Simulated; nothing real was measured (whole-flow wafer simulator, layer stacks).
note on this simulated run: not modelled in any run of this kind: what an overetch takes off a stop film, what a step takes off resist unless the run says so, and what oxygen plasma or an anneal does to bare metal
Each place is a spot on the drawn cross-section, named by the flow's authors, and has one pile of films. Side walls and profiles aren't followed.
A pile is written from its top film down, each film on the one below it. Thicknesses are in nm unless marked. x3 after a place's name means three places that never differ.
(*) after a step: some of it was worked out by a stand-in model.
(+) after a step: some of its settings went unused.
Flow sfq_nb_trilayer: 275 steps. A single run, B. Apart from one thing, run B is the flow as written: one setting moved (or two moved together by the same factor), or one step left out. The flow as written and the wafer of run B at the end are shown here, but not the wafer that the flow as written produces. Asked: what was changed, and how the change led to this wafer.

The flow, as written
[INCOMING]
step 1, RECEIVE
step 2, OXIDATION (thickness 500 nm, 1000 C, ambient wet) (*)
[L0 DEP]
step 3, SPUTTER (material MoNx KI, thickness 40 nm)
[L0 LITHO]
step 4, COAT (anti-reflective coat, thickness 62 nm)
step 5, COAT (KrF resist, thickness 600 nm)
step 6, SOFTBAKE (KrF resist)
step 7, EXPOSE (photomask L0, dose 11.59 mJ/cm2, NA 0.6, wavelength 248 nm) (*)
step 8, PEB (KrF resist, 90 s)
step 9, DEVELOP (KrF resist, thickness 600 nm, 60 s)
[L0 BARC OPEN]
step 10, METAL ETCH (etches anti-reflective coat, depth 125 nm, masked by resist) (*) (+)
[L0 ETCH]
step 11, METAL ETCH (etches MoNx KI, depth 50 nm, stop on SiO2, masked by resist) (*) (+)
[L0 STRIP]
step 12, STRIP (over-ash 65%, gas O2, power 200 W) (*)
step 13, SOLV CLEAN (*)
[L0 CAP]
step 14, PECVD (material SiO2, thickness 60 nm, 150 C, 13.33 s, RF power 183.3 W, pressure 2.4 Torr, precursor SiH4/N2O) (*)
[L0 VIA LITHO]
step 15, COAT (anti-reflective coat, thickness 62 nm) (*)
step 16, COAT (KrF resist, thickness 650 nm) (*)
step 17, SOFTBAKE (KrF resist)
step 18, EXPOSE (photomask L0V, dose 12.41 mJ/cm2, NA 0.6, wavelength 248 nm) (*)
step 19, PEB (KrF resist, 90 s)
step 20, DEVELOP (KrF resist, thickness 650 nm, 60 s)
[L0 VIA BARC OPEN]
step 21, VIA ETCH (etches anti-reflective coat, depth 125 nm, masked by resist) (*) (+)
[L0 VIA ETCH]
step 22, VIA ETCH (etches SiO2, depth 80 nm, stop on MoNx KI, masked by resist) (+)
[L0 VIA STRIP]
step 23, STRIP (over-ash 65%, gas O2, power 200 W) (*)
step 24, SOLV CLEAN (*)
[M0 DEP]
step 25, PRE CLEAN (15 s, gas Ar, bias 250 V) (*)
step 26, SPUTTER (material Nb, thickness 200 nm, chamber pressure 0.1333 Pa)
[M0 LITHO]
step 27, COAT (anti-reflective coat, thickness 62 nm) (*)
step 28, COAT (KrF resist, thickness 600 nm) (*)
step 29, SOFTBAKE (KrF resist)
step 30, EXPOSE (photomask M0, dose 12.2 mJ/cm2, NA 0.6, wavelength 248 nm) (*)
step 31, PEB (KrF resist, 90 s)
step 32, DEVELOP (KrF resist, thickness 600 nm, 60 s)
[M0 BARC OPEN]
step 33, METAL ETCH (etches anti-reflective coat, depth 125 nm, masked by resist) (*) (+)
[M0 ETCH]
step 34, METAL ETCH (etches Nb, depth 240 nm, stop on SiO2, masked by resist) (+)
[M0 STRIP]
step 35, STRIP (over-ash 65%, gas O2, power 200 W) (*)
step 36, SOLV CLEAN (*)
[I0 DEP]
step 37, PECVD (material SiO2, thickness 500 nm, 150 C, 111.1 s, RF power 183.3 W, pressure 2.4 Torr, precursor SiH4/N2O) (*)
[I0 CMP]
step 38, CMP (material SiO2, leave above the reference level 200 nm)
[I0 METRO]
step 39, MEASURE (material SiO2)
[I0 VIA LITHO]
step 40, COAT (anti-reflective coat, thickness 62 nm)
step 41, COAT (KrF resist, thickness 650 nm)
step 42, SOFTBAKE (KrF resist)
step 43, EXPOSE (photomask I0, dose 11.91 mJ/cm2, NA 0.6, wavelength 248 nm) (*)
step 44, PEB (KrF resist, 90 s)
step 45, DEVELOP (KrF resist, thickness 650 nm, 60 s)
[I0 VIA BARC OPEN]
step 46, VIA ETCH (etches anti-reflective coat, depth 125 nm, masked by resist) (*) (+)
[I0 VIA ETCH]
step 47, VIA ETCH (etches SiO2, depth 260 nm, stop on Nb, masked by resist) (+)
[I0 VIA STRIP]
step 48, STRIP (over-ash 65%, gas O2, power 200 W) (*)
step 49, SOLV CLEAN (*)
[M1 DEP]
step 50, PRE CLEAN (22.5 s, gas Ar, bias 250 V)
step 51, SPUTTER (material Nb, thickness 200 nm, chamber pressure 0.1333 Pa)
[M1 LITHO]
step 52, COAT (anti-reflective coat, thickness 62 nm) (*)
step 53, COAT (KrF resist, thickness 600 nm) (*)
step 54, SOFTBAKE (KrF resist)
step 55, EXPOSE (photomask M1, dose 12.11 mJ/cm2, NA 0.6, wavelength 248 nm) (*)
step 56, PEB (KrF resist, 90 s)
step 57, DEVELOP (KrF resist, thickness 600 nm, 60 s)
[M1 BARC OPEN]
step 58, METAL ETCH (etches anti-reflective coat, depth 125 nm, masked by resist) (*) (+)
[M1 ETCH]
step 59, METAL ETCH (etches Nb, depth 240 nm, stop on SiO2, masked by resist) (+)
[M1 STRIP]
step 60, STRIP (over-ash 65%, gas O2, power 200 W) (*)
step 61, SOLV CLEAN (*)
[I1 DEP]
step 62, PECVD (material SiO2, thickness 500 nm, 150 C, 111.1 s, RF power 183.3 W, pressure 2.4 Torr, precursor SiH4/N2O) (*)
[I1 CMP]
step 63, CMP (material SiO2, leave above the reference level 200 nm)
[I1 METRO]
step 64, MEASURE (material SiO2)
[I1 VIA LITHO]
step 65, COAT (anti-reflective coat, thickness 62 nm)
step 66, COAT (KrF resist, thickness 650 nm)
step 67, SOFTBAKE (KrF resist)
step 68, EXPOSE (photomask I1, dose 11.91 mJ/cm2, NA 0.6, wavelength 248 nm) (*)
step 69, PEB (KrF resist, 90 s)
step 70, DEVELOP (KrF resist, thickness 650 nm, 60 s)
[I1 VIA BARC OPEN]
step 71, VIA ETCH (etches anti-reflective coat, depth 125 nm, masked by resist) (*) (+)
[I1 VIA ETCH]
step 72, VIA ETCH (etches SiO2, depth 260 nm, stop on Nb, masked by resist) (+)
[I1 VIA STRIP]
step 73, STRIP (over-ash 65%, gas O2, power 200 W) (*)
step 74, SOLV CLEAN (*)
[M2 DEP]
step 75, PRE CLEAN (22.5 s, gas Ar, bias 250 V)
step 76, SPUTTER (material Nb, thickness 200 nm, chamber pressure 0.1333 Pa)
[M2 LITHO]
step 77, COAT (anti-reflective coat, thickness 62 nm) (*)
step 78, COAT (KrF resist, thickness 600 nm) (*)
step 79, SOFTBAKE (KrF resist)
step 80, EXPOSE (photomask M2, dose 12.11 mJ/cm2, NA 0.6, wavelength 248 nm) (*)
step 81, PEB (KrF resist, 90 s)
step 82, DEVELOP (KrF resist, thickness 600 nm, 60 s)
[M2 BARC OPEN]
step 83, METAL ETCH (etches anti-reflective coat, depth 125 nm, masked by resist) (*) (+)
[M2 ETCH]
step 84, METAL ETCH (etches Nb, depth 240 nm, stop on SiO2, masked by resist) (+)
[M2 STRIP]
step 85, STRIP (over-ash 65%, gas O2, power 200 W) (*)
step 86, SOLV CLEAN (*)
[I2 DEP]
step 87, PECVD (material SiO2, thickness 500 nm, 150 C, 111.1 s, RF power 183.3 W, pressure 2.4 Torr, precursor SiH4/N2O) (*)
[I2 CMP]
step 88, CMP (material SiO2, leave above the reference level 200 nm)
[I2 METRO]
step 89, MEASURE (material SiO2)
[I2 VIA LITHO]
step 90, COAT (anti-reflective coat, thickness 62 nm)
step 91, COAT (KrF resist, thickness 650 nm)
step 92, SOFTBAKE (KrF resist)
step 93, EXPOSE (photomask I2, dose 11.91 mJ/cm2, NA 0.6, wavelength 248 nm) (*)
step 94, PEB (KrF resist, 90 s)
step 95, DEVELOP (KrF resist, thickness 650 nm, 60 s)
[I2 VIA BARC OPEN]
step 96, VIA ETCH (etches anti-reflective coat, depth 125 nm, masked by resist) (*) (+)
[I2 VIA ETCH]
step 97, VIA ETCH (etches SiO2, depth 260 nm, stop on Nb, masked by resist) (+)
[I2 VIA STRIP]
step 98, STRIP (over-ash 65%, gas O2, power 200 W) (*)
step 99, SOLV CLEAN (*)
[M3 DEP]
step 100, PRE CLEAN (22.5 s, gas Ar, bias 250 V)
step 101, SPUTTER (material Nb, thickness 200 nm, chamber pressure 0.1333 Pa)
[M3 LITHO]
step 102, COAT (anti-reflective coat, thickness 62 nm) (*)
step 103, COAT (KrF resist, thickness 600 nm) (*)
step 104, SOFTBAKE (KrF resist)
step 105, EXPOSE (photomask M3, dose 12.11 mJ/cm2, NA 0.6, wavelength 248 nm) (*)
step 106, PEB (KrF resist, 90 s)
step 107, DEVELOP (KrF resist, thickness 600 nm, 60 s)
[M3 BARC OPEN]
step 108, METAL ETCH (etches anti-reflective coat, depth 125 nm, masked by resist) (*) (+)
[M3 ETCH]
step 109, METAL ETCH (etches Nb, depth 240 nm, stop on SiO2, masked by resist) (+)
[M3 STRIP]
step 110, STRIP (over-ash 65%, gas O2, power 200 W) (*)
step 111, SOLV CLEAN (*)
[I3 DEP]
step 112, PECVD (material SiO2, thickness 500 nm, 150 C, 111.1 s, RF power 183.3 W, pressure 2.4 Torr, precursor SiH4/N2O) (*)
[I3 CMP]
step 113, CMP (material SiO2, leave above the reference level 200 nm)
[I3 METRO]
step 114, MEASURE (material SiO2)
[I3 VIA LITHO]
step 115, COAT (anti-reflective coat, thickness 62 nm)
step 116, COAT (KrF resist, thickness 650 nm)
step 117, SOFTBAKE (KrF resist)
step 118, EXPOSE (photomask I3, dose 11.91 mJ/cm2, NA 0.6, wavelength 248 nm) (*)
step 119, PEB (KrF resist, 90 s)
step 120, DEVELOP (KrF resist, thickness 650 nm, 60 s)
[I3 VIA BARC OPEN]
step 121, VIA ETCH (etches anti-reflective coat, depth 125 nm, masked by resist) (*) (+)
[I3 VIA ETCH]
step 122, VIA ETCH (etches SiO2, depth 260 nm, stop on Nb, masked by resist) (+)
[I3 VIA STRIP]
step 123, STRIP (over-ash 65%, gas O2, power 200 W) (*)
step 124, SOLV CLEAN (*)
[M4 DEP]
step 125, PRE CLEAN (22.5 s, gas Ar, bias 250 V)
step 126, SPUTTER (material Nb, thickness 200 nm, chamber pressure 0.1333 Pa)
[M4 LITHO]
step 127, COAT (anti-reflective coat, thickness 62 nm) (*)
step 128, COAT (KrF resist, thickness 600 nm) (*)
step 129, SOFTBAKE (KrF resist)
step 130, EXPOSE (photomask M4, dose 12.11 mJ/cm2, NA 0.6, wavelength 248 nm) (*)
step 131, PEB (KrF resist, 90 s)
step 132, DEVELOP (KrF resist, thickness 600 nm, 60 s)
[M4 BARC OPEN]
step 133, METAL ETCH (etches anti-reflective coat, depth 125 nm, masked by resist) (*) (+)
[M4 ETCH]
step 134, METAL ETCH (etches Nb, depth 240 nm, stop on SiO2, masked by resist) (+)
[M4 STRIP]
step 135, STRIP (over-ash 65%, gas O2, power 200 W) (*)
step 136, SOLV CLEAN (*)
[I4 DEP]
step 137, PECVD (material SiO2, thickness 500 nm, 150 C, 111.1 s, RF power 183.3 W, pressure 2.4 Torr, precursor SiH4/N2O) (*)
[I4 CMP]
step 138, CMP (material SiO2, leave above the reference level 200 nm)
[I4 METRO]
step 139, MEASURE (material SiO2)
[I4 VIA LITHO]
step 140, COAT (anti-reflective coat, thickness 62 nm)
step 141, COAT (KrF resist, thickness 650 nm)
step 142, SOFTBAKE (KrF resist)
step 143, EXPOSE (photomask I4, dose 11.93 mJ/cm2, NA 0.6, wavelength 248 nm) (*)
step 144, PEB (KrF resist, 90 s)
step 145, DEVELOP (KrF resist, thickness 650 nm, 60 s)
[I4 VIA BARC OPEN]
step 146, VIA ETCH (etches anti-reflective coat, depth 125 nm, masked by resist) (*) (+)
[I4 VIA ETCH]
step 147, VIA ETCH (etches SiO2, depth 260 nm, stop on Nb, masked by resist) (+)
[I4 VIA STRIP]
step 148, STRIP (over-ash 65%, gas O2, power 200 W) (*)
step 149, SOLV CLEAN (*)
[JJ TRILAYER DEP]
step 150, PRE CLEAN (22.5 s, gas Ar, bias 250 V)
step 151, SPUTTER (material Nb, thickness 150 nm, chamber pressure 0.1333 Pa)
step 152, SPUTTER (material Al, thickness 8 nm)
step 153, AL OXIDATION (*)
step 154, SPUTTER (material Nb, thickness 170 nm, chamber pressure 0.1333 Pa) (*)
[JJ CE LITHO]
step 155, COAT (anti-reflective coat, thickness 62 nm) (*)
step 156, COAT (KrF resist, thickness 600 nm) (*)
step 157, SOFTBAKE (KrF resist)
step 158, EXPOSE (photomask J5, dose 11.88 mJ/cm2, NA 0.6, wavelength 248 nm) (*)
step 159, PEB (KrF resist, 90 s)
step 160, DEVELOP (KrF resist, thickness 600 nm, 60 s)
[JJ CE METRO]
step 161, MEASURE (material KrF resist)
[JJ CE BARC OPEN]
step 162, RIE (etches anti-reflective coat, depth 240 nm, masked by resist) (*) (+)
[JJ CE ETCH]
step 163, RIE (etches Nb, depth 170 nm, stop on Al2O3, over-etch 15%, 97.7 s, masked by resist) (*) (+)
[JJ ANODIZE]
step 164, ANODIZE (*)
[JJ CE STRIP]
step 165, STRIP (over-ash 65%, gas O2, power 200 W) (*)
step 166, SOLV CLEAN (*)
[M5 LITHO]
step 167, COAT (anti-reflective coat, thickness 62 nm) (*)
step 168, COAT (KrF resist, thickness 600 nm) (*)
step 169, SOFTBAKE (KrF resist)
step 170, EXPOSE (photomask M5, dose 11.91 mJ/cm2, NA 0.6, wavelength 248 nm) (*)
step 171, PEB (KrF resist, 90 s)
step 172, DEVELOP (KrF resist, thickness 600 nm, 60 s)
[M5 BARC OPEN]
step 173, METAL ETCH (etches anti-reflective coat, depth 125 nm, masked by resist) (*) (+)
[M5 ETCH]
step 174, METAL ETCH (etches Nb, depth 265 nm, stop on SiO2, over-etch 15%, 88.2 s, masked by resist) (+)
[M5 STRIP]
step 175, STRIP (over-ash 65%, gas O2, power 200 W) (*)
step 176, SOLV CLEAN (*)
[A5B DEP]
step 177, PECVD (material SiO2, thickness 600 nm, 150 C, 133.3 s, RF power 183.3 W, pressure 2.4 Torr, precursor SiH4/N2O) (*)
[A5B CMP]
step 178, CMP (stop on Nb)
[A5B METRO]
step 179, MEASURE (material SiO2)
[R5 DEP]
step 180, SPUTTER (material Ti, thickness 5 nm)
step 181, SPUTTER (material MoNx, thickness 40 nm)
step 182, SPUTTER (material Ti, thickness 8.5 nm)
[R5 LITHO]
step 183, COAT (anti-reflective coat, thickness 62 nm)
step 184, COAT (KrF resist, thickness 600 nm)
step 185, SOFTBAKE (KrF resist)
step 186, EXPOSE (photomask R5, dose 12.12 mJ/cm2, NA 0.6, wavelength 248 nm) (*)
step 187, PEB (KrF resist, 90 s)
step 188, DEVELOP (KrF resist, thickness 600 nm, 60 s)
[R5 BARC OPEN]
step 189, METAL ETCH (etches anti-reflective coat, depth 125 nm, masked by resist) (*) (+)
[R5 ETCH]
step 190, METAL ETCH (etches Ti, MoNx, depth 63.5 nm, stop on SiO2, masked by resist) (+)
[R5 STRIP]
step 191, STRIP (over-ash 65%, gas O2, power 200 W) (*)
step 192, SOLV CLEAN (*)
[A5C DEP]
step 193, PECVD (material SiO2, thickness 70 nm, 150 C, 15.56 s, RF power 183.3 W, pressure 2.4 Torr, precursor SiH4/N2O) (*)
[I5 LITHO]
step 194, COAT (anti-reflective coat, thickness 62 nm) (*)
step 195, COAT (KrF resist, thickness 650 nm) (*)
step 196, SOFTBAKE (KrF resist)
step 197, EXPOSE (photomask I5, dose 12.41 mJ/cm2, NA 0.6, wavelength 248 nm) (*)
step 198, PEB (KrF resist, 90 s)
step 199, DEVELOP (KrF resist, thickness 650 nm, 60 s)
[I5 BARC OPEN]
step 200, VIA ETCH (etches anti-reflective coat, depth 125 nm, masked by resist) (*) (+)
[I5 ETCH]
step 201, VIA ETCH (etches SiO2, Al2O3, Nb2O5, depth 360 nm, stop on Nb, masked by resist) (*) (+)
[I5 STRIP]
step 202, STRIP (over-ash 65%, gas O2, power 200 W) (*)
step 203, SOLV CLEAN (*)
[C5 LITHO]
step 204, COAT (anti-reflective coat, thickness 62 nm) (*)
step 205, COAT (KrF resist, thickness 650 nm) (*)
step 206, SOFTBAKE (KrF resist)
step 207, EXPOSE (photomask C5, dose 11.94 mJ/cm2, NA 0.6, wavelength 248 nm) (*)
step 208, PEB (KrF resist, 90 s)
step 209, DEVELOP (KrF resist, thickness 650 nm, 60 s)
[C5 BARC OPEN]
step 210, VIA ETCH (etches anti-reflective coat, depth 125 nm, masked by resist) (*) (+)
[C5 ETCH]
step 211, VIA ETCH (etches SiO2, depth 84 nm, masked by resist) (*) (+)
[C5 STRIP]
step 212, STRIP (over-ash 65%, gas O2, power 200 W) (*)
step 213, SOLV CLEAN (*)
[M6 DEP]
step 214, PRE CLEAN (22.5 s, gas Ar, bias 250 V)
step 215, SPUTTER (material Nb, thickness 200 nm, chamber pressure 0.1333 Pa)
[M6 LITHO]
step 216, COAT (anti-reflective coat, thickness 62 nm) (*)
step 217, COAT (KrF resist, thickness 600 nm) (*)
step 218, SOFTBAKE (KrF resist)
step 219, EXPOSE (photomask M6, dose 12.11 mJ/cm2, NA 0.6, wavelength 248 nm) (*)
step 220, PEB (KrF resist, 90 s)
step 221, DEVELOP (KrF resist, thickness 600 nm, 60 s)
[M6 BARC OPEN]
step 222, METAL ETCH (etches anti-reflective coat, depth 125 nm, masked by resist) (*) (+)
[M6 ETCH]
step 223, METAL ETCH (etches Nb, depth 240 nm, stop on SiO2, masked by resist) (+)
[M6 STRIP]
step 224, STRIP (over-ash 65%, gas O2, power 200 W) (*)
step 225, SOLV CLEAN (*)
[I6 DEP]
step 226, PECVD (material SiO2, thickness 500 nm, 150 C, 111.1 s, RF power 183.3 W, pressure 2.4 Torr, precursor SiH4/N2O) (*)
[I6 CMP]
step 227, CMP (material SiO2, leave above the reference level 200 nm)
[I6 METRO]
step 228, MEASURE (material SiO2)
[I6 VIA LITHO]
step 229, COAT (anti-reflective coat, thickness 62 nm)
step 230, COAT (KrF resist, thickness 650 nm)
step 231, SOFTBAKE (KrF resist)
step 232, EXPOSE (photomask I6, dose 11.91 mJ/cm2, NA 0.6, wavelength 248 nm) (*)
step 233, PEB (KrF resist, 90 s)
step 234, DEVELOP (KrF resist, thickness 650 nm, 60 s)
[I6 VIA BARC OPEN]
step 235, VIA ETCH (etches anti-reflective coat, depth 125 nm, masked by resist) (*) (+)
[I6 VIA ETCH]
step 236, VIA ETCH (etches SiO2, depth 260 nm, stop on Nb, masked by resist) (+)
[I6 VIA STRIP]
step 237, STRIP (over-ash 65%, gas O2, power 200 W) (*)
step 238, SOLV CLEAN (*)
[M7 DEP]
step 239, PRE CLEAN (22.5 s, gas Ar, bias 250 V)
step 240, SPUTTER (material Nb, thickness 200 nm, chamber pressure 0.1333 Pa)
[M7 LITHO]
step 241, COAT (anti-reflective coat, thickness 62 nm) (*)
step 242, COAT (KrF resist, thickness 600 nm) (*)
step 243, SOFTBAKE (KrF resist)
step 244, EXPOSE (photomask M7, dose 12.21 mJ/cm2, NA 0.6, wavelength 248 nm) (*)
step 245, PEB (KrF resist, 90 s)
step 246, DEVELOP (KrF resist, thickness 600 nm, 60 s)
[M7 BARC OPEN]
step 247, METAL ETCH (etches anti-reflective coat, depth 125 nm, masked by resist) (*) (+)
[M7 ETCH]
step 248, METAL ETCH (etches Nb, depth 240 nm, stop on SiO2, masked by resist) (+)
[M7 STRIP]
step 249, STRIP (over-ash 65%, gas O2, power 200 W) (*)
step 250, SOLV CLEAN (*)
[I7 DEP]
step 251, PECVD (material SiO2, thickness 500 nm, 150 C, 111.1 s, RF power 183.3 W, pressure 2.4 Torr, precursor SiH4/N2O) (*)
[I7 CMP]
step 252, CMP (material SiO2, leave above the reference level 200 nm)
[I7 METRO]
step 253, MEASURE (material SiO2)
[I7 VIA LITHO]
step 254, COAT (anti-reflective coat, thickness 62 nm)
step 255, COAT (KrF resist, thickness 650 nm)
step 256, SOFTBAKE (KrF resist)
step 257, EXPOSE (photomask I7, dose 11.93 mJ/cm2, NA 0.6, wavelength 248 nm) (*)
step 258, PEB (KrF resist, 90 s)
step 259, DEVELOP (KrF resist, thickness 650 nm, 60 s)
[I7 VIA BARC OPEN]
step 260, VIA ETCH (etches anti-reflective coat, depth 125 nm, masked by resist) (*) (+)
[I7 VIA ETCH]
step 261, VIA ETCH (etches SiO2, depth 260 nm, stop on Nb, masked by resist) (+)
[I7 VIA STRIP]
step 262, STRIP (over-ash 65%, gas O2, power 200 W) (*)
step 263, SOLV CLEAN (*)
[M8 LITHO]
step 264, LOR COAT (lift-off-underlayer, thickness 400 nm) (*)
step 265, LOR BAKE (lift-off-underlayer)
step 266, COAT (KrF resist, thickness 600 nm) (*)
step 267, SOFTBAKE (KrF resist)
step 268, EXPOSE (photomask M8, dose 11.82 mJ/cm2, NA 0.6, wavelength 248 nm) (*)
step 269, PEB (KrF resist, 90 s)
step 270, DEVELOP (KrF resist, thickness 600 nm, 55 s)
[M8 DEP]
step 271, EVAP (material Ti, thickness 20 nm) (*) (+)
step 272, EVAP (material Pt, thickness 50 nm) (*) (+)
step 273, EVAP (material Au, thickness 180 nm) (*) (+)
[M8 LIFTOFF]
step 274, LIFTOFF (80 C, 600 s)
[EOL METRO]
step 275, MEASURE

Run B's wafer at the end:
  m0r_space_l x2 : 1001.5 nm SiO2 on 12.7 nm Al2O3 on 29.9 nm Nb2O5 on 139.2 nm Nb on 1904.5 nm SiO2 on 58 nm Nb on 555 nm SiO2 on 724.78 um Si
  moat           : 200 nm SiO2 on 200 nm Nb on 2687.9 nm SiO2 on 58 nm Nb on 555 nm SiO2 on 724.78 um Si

What caused this: step 34, METAL ETCH: depth 142 nm was run, whereas the flow has depth 240 nm.

How this came from the change, step by step:
  step 34, METAL ETCH (etches Nb, depth 240 nm, stop on SiO2, masked by resist) (+)
      moat, m0r_space_l x2: Nb loses 142 (in the flow as written it would be: Nb loses 200 (all of it))
      field_l, v_sur, via_wl and 100 more: KrF resist loses 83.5 (in the flow as written it would be: KrF resist loses 141.2)
  step 35, STRIP (over-ash 65%, gas O2, power 200 W) (*)
      p4_fl, p4_fm, p4_w1 and 68 more: KrF resist loses 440 (all of it), anti-reflective coat loses 62 (all of it) (in the flow as written it would be: KrF resist loses 382.4 (all of it), anti-reflective coat loses 62 (all of it))
      c5j, ce_r, sp_r, be_r, r_sur, res: KrF resist loses 446.7 (all of it), anti-reflective coat loses 63.6 (all of it) (in the flow as written it would be: KrF resist loses 389 (all of it), anti-reflective coat loses 63.6 (all of it))
      (and at 26 other places as well)
  step 37, PECVD (material SiO2, thickness 500 nm, 150 C, 111.1 s, RF power 183.3 W, pressure 2.4 Torr, precursor SiH4/N2O) (*)
      moat, m0r_space_l x2: SiO2 gains 500 (new film) (in the flow as written it would be: SiO2 gains 557.1)
Taking metal films that touch as one body, m0r_space_l x2 has 2 bodies (between them, from the top down: SiO2 1904.5); the flow as written gives 1 body.
Taking metal films that touch as one body, moat has 2 bodies (between them, from the top down: SiO2 2687.9); the flow as written gives 1 body.
